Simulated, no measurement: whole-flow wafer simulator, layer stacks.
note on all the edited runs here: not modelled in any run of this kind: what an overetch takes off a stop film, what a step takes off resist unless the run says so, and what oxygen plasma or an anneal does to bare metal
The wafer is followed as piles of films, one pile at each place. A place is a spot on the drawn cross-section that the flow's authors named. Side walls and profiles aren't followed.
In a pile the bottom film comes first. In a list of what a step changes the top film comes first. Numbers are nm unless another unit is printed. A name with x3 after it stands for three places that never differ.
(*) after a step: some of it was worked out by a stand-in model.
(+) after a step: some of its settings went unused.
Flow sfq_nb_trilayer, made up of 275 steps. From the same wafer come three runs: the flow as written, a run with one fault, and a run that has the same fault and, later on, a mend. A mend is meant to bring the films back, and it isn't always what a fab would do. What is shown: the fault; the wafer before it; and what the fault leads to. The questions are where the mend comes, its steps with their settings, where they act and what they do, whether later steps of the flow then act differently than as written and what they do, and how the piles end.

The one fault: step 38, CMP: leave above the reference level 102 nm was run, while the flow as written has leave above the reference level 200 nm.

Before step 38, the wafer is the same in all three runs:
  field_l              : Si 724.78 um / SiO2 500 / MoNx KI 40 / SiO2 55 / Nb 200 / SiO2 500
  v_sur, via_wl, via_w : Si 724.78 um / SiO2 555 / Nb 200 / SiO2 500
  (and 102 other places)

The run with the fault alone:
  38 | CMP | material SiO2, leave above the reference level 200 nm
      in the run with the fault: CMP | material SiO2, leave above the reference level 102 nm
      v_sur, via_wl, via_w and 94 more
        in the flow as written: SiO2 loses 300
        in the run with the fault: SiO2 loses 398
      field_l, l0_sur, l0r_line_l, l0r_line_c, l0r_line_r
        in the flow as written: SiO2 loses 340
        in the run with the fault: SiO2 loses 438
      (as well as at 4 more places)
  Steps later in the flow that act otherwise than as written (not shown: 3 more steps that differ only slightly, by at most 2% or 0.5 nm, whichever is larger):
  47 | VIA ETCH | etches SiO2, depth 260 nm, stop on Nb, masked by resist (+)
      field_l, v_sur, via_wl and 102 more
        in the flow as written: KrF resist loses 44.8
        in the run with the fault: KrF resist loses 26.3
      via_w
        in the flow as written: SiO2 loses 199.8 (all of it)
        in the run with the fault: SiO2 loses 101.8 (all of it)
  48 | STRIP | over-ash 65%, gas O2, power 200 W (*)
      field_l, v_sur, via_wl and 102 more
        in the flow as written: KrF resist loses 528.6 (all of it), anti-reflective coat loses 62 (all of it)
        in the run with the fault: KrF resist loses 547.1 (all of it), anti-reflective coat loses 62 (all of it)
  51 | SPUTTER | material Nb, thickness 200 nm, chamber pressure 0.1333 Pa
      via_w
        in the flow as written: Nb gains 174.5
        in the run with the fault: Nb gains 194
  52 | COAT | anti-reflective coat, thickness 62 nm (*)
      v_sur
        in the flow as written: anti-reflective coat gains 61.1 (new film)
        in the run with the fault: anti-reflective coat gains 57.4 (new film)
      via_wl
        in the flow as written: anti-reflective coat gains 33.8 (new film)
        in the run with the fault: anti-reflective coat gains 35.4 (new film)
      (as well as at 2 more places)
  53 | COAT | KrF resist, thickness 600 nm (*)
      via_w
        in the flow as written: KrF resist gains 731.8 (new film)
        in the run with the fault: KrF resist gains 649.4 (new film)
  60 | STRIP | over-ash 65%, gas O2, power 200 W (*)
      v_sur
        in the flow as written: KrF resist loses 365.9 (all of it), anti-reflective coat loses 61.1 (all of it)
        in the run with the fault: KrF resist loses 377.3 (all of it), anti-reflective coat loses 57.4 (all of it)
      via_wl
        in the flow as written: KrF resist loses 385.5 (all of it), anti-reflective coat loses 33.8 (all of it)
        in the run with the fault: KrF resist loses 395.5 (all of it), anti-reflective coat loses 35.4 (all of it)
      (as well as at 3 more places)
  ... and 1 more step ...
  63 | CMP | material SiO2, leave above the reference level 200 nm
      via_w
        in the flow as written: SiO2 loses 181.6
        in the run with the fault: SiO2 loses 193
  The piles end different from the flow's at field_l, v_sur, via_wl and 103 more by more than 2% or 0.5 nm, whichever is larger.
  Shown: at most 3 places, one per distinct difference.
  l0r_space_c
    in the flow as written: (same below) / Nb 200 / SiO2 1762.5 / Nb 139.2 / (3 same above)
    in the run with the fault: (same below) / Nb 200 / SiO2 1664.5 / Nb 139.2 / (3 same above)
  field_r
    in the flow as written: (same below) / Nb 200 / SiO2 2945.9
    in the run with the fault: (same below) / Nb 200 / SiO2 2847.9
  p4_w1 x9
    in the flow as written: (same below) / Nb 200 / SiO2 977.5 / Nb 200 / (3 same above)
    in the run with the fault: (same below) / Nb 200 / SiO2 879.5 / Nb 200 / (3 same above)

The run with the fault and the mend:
  The mend follows step 45.
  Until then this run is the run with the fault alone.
  45a | STRIP | over-ash 65%, gas O2, power 200 W (*)
      field_l, v_sur, via_wl and 102 more
        KrF resist loses 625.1 (all of it), anti-reflective coat loses 62 (all of it)
      via_w
        anti-reflective coat loses 62 (all of it)
  45b | PECVD | material SiO2, thickness 98 nm, 150 C, 21.78 s, RF power 183.3 W, pressure 2.4 Torr, precursor SiH4/N2O (the flow's step 37 again, with other settings)
      field_l, v_sur, via_wl and 103 more
        SiO2 gains 98
  45c | COAT | anti-reflective coat, thickness 62 nm (the flow's step 40 again)
      field_l, v_sur, via_wl and 103 more
        anti-reflective coat gains 62 (new film)
  45d | COAT | KrF resist, thickness 650 nm (the flow's step 41 again)
      field_l, v_sur, via_wl and 103 more
        KrF resist gains 650 (new film)
  45e | SOFTBAKE | KrF resist (the flow's step 42 again)
      does not change any film at any place that is followed
  45f | EXPOSE | photomask I0, dose 11.91 mJ/cm2, NA 0.6, wavelength 248 nm (*) (the flow's step 43 again)
      does not change any film at any place that is followed
  45g | PEB | KrF resist, 90 s (the flow's step 44 again)
      field_l, v_sur, via_wl and 103 more
        KrF resist loses 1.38
  45h | DEVELOP | KrF resist, thickness 650 nm, 60 s (the flow's step 45 again)
      field_l, v_sur, via_wl and 102 more
        KrF resist loses 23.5
      via_w
        KrF resist loses 648.6 (all of it)
  Later steps of the flow that are run all act as written at every place that is followed.
  The piles end the same as the flow's at every place that both follow.
